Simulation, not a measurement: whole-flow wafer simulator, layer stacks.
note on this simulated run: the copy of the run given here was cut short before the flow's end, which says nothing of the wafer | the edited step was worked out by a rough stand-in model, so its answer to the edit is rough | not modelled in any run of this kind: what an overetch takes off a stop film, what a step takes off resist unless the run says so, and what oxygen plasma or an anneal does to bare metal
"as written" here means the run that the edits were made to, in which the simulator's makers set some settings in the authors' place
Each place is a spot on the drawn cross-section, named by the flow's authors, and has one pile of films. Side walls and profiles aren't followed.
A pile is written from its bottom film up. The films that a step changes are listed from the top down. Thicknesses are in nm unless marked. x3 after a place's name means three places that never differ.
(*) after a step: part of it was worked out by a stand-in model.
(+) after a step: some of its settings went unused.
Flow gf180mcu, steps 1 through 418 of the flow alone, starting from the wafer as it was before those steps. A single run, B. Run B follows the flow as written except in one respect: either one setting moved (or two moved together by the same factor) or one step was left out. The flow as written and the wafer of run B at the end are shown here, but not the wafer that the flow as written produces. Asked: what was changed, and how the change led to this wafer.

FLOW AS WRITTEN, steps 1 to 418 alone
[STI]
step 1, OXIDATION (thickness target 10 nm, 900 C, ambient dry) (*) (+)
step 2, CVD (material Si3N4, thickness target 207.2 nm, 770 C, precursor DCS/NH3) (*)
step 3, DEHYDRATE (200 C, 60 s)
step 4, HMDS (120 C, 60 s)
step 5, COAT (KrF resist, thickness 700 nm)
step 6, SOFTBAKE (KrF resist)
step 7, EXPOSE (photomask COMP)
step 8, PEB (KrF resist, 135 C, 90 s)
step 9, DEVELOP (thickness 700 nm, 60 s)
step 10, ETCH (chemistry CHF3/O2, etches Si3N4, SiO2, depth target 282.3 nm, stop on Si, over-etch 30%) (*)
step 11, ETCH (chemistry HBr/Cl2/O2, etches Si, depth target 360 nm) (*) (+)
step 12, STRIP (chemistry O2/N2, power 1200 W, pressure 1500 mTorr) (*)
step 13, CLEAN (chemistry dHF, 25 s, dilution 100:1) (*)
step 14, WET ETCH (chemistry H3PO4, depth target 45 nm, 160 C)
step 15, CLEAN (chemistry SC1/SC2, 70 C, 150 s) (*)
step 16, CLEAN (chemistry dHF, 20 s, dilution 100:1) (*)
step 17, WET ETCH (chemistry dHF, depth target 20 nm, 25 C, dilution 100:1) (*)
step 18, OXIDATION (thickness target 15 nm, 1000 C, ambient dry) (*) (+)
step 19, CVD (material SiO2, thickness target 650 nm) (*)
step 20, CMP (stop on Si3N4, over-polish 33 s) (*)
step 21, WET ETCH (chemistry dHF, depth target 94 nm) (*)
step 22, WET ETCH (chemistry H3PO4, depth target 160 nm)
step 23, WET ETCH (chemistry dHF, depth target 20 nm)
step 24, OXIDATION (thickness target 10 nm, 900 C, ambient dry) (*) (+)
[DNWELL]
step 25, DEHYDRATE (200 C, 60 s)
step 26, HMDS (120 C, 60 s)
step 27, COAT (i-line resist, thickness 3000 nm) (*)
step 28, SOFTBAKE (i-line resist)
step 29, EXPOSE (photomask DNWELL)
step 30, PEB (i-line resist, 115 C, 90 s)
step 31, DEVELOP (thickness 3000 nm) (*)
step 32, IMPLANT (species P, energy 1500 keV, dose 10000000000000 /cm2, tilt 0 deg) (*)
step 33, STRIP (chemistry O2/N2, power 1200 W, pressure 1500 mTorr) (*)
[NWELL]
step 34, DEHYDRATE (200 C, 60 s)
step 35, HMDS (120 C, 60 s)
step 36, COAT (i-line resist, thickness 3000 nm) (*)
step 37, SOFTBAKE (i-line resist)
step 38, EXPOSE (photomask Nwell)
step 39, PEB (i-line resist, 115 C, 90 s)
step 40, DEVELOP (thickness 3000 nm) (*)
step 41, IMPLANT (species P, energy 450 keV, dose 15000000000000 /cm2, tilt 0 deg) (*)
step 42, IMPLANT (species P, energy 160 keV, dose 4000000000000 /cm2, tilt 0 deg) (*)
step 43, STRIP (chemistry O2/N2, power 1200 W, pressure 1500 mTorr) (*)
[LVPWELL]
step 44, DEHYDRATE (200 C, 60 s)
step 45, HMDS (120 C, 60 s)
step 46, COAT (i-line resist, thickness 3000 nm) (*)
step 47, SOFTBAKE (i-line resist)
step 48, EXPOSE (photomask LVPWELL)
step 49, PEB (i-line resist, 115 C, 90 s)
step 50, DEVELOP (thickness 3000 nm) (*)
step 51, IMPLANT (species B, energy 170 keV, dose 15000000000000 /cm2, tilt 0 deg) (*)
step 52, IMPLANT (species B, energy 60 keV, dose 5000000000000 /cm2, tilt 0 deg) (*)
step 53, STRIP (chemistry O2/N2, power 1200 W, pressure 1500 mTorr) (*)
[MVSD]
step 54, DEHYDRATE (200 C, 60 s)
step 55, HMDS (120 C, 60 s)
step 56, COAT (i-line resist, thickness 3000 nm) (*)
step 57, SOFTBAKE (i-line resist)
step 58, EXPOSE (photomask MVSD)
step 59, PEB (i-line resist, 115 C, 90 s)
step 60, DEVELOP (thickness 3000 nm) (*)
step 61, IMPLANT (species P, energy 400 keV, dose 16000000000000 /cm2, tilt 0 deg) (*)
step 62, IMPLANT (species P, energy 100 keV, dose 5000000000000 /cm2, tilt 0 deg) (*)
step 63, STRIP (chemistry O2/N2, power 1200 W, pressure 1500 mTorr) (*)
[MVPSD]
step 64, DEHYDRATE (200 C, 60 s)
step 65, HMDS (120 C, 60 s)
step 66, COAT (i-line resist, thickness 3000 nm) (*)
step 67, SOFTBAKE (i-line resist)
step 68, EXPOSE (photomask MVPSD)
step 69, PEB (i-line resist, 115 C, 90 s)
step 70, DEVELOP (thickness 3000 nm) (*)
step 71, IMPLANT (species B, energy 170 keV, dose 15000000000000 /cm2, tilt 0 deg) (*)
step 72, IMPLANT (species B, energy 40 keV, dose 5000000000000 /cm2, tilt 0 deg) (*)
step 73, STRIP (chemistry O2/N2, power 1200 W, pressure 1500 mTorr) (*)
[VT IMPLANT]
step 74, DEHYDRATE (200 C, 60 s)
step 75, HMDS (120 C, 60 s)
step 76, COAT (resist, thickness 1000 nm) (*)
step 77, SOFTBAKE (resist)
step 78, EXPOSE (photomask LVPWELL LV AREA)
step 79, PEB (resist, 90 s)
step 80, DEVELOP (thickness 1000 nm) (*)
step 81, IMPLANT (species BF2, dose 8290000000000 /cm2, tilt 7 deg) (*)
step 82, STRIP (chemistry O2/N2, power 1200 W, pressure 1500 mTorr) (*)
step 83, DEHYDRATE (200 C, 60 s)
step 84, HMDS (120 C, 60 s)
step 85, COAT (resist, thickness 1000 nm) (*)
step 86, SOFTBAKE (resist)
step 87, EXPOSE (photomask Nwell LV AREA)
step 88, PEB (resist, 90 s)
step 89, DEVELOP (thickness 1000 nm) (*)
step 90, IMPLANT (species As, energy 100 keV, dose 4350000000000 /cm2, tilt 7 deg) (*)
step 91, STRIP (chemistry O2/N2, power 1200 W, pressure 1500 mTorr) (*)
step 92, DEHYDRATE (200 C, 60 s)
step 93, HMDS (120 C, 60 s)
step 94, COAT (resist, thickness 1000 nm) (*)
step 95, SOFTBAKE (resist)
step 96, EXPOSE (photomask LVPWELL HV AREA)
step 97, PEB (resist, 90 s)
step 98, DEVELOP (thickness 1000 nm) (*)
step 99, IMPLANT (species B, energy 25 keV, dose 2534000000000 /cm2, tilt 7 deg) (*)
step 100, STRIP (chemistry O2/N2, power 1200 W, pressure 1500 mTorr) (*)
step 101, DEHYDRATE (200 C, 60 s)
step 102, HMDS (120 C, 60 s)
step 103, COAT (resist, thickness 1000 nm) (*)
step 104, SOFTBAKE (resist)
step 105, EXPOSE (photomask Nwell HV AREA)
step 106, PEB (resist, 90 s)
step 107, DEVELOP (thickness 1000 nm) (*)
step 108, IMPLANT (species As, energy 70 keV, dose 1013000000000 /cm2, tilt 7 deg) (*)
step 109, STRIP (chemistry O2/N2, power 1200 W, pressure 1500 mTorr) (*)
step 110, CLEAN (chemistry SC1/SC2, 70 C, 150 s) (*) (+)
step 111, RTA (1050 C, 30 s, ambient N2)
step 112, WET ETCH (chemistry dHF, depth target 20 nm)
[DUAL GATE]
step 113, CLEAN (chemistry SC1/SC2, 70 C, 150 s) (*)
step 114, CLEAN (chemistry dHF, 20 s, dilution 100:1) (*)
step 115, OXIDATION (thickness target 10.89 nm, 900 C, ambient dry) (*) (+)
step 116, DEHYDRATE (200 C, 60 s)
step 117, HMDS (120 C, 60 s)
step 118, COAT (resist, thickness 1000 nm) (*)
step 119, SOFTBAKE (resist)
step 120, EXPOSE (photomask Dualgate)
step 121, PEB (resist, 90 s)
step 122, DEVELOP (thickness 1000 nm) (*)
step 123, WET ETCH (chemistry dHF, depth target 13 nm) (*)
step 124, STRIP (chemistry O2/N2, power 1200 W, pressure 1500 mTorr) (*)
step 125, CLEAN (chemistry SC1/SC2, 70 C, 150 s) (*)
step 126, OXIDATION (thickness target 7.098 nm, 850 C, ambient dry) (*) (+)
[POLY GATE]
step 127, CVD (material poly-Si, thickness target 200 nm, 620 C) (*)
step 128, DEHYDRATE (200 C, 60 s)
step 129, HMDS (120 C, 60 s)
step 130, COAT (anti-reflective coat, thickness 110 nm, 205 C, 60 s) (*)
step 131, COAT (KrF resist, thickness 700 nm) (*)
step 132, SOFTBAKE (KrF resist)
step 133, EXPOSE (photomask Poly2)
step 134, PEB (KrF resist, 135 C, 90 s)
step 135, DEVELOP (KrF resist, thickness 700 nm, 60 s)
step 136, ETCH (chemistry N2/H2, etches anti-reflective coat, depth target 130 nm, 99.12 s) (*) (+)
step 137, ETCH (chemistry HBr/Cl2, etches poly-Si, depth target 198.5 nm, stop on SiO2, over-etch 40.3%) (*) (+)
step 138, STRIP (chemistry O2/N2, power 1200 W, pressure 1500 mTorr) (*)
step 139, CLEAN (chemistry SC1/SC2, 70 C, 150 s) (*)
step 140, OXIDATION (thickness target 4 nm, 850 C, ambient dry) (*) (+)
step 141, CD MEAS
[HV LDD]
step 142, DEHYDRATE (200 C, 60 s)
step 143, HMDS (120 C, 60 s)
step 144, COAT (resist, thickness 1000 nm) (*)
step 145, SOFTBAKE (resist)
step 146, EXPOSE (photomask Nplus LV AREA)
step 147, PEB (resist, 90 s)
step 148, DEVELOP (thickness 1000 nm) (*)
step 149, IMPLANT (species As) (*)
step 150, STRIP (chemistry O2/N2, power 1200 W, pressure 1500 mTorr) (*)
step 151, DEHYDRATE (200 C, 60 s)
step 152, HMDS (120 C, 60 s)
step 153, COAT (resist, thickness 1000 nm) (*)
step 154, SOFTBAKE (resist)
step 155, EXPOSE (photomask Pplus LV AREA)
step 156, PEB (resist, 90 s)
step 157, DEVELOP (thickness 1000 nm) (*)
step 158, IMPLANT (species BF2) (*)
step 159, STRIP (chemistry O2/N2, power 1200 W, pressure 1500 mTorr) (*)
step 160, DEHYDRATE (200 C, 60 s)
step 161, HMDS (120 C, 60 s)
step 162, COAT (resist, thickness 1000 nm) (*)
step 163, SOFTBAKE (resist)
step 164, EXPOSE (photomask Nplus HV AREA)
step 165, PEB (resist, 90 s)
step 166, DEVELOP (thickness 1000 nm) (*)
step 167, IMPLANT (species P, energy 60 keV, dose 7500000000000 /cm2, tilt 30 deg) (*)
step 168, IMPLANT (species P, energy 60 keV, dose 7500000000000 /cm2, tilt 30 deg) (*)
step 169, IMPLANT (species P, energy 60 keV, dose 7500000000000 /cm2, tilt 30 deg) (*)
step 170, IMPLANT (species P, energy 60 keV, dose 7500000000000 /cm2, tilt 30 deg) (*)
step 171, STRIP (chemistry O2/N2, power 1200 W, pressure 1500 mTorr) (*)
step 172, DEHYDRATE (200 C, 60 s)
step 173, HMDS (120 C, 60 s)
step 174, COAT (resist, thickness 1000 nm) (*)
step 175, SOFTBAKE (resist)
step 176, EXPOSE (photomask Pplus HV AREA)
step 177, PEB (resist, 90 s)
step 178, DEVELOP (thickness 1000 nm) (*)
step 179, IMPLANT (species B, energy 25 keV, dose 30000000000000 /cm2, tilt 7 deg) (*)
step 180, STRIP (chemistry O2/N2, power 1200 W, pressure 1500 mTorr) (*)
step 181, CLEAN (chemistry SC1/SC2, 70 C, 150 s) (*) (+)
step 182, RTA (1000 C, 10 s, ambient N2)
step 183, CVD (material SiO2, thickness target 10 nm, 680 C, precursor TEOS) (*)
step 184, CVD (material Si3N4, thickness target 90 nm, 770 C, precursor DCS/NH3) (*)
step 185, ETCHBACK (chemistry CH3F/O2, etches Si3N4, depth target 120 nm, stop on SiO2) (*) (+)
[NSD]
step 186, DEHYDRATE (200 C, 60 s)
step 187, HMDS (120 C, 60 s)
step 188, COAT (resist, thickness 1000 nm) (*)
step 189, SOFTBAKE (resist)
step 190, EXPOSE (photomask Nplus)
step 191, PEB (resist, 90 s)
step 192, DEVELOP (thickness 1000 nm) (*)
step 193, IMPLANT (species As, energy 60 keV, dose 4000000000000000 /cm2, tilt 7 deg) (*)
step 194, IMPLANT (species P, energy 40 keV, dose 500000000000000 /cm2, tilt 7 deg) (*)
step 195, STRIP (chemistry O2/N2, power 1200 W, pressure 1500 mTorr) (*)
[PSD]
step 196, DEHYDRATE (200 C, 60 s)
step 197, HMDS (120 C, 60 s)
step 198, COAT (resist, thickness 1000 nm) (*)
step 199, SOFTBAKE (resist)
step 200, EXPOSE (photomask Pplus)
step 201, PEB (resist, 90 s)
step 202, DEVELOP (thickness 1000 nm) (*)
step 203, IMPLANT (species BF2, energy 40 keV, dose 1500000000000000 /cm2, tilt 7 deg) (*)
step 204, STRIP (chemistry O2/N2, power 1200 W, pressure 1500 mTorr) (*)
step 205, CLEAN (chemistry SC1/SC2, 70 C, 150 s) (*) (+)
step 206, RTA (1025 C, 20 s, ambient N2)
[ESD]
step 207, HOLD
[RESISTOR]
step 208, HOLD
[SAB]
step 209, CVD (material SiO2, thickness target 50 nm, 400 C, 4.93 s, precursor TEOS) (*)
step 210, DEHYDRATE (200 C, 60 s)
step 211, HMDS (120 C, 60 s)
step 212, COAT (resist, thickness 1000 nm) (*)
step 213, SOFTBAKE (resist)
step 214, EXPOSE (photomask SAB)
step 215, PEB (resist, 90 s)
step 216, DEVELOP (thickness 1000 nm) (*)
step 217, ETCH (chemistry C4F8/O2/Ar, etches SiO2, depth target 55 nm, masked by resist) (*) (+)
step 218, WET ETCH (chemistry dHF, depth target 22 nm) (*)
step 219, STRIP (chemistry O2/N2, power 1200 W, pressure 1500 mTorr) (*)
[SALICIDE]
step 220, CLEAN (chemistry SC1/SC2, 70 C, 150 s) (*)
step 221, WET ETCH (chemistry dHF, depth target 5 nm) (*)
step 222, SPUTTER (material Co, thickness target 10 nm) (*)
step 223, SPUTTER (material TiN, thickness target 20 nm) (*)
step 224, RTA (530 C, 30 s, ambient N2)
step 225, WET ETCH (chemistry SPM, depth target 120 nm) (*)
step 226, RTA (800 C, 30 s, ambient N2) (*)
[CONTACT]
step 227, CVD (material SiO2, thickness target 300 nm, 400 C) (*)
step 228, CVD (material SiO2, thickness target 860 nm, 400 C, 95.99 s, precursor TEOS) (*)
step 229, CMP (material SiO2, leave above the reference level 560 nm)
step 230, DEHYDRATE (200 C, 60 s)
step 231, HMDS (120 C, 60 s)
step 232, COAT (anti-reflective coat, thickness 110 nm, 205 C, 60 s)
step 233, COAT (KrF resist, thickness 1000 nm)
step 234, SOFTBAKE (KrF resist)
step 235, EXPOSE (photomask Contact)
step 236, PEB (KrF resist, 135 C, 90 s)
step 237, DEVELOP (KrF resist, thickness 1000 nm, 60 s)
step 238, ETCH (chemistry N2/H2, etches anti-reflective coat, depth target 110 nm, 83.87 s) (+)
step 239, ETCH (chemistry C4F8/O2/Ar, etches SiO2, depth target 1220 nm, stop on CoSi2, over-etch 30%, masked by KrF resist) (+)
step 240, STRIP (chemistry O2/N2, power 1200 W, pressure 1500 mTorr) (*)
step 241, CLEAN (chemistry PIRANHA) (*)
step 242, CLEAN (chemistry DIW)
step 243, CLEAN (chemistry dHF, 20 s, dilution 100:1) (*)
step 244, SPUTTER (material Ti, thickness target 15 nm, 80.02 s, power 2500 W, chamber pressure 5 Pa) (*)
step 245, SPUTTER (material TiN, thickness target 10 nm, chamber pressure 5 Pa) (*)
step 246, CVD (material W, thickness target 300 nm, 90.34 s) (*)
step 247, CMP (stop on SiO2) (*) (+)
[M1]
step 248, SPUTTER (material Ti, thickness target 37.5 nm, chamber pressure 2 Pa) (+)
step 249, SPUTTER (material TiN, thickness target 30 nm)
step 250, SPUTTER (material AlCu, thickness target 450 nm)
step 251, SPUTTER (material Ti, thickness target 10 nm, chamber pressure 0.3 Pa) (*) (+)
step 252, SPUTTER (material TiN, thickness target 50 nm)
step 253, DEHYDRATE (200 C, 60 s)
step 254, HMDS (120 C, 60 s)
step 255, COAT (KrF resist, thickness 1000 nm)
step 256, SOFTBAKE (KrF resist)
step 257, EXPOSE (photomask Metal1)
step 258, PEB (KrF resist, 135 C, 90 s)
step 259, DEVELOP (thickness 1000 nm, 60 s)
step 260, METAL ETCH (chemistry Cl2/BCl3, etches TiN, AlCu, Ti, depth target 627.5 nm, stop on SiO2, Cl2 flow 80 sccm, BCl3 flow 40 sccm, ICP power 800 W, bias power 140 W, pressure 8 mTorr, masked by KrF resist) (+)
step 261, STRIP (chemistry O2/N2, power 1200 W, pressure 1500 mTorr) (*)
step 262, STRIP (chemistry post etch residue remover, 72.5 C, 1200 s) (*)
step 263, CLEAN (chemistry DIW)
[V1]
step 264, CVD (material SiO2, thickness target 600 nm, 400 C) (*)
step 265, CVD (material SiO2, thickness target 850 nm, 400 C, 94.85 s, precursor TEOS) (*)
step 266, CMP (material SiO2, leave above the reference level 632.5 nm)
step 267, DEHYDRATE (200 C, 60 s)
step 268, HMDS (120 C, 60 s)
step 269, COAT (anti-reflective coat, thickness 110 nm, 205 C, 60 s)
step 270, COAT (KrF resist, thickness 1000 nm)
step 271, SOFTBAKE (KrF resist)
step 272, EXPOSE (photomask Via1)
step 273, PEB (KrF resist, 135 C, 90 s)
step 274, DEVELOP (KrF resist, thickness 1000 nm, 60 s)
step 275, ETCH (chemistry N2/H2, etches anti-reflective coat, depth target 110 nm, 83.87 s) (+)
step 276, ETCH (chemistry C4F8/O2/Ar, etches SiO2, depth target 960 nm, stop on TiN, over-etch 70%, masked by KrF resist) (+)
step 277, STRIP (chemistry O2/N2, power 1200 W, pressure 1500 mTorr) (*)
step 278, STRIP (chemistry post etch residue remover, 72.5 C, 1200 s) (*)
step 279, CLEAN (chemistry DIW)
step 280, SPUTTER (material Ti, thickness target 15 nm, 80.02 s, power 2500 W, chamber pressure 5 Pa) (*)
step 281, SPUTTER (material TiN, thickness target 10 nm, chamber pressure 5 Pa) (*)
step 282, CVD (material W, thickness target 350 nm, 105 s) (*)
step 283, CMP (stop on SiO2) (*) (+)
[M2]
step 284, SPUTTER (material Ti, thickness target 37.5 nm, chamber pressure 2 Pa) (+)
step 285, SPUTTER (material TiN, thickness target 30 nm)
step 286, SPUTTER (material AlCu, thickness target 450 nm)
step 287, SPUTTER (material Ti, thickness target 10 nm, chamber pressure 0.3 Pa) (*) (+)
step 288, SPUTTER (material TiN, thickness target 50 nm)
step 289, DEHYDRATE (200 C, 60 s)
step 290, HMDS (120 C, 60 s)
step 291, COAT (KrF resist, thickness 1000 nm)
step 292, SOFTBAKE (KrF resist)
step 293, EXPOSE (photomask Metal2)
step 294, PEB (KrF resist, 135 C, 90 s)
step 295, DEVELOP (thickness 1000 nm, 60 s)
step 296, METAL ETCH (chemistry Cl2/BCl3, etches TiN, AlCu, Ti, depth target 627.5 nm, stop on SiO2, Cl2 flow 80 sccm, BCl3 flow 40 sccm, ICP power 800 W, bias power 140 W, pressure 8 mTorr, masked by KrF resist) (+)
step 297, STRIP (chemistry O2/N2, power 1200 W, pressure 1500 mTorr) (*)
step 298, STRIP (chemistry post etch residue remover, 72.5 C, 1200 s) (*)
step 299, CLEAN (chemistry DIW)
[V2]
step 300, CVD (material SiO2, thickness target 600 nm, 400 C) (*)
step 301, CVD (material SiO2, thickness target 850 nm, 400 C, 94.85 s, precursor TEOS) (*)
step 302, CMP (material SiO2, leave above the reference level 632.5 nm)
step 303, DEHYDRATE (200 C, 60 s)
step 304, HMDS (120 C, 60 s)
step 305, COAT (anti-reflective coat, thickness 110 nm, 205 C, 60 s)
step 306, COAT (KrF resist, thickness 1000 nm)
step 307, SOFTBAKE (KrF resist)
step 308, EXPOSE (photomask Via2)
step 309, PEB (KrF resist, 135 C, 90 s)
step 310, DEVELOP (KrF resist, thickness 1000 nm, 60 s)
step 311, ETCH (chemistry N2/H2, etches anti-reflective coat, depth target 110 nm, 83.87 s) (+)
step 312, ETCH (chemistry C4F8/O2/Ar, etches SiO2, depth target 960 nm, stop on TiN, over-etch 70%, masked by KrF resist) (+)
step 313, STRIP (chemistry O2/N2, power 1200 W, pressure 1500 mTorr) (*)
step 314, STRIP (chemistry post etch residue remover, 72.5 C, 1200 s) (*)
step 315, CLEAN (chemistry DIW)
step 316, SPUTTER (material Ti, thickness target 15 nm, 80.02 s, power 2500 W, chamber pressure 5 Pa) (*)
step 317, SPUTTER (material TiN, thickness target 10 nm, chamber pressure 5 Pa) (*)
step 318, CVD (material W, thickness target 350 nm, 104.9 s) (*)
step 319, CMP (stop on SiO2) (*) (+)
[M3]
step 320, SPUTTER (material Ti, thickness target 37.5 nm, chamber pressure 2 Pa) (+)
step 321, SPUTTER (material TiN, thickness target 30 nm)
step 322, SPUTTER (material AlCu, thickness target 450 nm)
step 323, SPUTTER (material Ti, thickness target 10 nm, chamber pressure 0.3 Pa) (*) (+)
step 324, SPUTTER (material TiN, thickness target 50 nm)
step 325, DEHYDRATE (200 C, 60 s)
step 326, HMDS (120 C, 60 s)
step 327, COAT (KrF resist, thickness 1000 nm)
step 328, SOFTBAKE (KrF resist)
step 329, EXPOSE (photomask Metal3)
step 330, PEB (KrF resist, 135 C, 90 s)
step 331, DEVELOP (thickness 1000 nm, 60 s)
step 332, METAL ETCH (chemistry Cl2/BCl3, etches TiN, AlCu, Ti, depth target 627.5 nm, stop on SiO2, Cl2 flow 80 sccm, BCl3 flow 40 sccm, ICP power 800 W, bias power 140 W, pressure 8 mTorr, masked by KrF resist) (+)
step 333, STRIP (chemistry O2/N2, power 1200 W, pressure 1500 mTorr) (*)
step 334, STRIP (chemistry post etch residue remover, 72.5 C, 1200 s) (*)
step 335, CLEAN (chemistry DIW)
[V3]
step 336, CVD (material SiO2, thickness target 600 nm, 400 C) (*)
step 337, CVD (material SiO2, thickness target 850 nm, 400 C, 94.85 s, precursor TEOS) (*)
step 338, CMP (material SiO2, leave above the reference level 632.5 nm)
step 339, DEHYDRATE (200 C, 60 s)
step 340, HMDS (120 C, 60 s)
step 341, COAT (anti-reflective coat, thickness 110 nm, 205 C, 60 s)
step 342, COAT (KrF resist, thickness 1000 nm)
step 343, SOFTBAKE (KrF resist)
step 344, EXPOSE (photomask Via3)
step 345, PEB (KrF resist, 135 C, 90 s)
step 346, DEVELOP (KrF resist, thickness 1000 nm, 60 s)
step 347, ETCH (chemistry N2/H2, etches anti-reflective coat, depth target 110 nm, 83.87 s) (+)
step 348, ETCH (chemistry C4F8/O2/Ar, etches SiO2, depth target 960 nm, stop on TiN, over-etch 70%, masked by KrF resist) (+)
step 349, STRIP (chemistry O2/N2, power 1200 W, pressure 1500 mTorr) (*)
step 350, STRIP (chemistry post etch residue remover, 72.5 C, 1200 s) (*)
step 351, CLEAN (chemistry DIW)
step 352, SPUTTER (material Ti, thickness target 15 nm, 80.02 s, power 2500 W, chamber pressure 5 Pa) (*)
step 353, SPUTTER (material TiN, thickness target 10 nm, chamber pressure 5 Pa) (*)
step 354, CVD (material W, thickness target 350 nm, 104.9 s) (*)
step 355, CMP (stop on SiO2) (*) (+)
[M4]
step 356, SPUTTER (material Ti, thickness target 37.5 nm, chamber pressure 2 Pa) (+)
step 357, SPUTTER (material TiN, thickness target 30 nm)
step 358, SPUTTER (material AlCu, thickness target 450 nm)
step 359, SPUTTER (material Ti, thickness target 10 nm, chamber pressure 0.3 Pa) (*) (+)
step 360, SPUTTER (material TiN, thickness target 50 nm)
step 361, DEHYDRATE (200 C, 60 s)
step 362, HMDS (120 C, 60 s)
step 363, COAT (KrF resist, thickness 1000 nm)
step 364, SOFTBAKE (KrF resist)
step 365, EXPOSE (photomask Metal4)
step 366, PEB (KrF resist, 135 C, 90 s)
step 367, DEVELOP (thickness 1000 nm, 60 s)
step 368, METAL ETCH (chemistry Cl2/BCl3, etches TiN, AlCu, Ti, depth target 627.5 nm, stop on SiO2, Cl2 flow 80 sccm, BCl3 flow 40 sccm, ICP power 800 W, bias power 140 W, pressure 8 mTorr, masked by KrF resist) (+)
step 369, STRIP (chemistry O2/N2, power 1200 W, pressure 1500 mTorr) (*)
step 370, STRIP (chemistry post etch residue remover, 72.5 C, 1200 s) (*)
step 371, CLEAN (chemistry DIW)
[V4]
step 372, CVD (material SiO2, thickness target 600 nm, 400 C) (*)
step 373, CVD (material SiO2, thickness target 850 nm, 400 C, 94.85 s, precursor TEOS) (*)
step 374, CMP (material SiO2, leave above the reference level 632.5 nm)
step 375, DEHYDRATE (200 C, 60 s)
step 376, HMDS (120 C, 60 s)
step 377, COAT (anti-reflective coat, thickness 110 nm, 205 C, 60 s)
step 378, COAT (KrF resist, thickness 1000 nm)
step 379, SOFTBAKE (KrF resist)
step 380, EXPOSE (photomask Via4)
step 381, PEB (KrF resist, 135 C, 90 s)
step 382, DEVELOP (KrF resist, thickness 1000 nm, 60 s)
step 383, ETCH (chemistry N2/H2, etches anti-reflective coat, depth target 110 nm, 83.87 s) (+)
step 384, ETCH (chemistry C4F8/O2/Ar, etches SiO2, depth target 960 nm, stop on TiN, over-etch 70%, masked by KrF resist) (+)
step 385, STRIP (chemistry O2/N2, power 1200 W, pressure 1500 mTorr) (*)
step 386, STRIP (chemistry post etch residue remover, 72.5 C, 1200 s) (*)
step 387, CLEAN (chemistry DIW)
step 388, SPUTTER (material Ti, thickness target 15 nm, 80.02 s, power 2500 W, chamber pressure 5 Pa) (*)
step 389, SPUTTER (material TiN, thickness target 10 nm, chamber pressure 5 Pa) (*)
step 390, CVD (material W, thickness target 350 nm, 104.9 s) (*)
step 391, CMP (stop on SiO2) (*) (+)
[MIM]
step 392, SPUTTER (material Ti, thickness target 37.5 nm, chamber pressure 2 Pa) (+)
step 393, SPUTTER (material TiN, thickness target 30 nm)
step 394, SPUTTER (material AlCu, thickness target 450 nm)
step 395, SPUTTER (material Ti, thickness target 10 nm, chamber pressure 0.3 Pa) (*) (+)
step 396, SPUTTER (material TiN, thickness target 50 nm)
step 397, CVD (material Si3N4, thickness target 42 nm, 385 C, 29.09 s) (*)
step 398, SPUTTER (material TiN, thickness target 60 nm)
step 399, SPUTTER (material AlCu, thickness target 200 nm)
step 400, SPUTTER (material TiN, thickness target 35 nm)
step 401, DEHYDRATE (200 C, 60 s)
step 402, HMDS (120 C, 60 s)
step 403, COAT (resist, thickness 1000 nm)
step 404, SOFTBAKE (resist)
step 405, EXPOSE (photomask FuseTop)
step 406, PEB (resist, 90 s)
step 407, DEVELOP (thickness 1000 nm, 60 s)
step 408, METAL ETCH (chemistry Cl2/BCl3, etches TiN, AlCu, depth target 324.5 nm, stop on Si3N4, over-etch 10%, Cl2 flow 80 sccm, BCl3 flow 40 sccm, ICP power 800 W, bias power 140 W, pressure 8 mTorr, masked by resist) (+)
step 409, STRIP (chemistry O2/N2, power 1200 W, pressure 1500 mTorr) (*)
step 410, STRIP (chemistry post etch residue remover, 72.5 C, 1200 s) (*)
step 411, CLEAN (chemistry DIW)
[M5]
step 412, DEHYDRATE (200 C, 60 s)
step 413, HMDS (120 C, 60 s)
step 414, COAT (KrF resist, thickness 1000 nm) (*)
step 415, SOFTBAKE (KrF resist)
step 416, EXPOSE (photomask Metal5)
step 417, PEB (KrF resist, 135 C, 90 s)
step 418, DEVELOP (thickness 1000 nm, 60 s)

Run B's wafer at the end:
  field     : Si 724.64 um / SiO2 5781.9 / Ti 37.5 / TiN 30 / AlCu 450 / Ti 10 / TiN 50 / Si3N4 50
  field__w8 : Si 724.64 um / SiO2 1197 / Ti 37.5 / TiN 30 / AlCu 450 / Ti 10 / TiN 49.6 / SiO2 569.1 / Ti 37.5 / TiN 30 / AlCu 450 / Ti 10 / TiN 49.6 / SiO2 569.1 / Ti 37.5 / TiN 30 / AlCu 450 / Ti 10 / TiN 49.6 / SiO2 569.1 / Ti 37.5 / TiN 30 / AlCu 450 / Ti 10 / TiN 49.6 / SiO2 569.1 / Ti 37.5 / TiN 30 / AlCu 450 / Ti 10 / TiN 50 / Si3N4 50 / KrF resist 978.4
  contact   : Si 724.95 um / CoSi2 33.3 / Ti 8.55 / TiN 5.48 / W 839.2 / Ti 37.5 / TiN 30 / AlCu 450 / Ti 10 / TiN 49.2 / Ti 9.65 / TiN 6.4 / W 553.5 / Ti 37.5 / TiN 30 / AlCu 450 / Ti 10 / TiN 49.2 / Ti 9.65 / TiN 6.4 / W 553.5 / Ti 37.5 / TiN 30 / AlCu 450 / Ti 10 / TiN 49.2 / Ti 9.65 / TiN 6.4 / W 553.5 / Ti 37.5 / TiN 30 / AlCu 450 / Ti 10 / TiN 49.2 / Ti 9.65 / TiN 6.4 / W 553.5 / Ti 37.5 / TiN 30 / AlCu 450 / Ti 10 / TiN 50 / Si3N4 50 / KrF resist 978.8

What caused this: step 397, CVD: 34.9 s was run, while the flow as written has 29.09 s.

The path from the change to this, step by step:
  step 397, CVD (material Si3N4, thickness target 42 nm, 385 C, 29.09 s) (*)
      field, field__w1, field__w2 and 108 more: Si3N4 gains 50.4 (new film) (it would be, as written: Si3N4 gains 42 (new film))
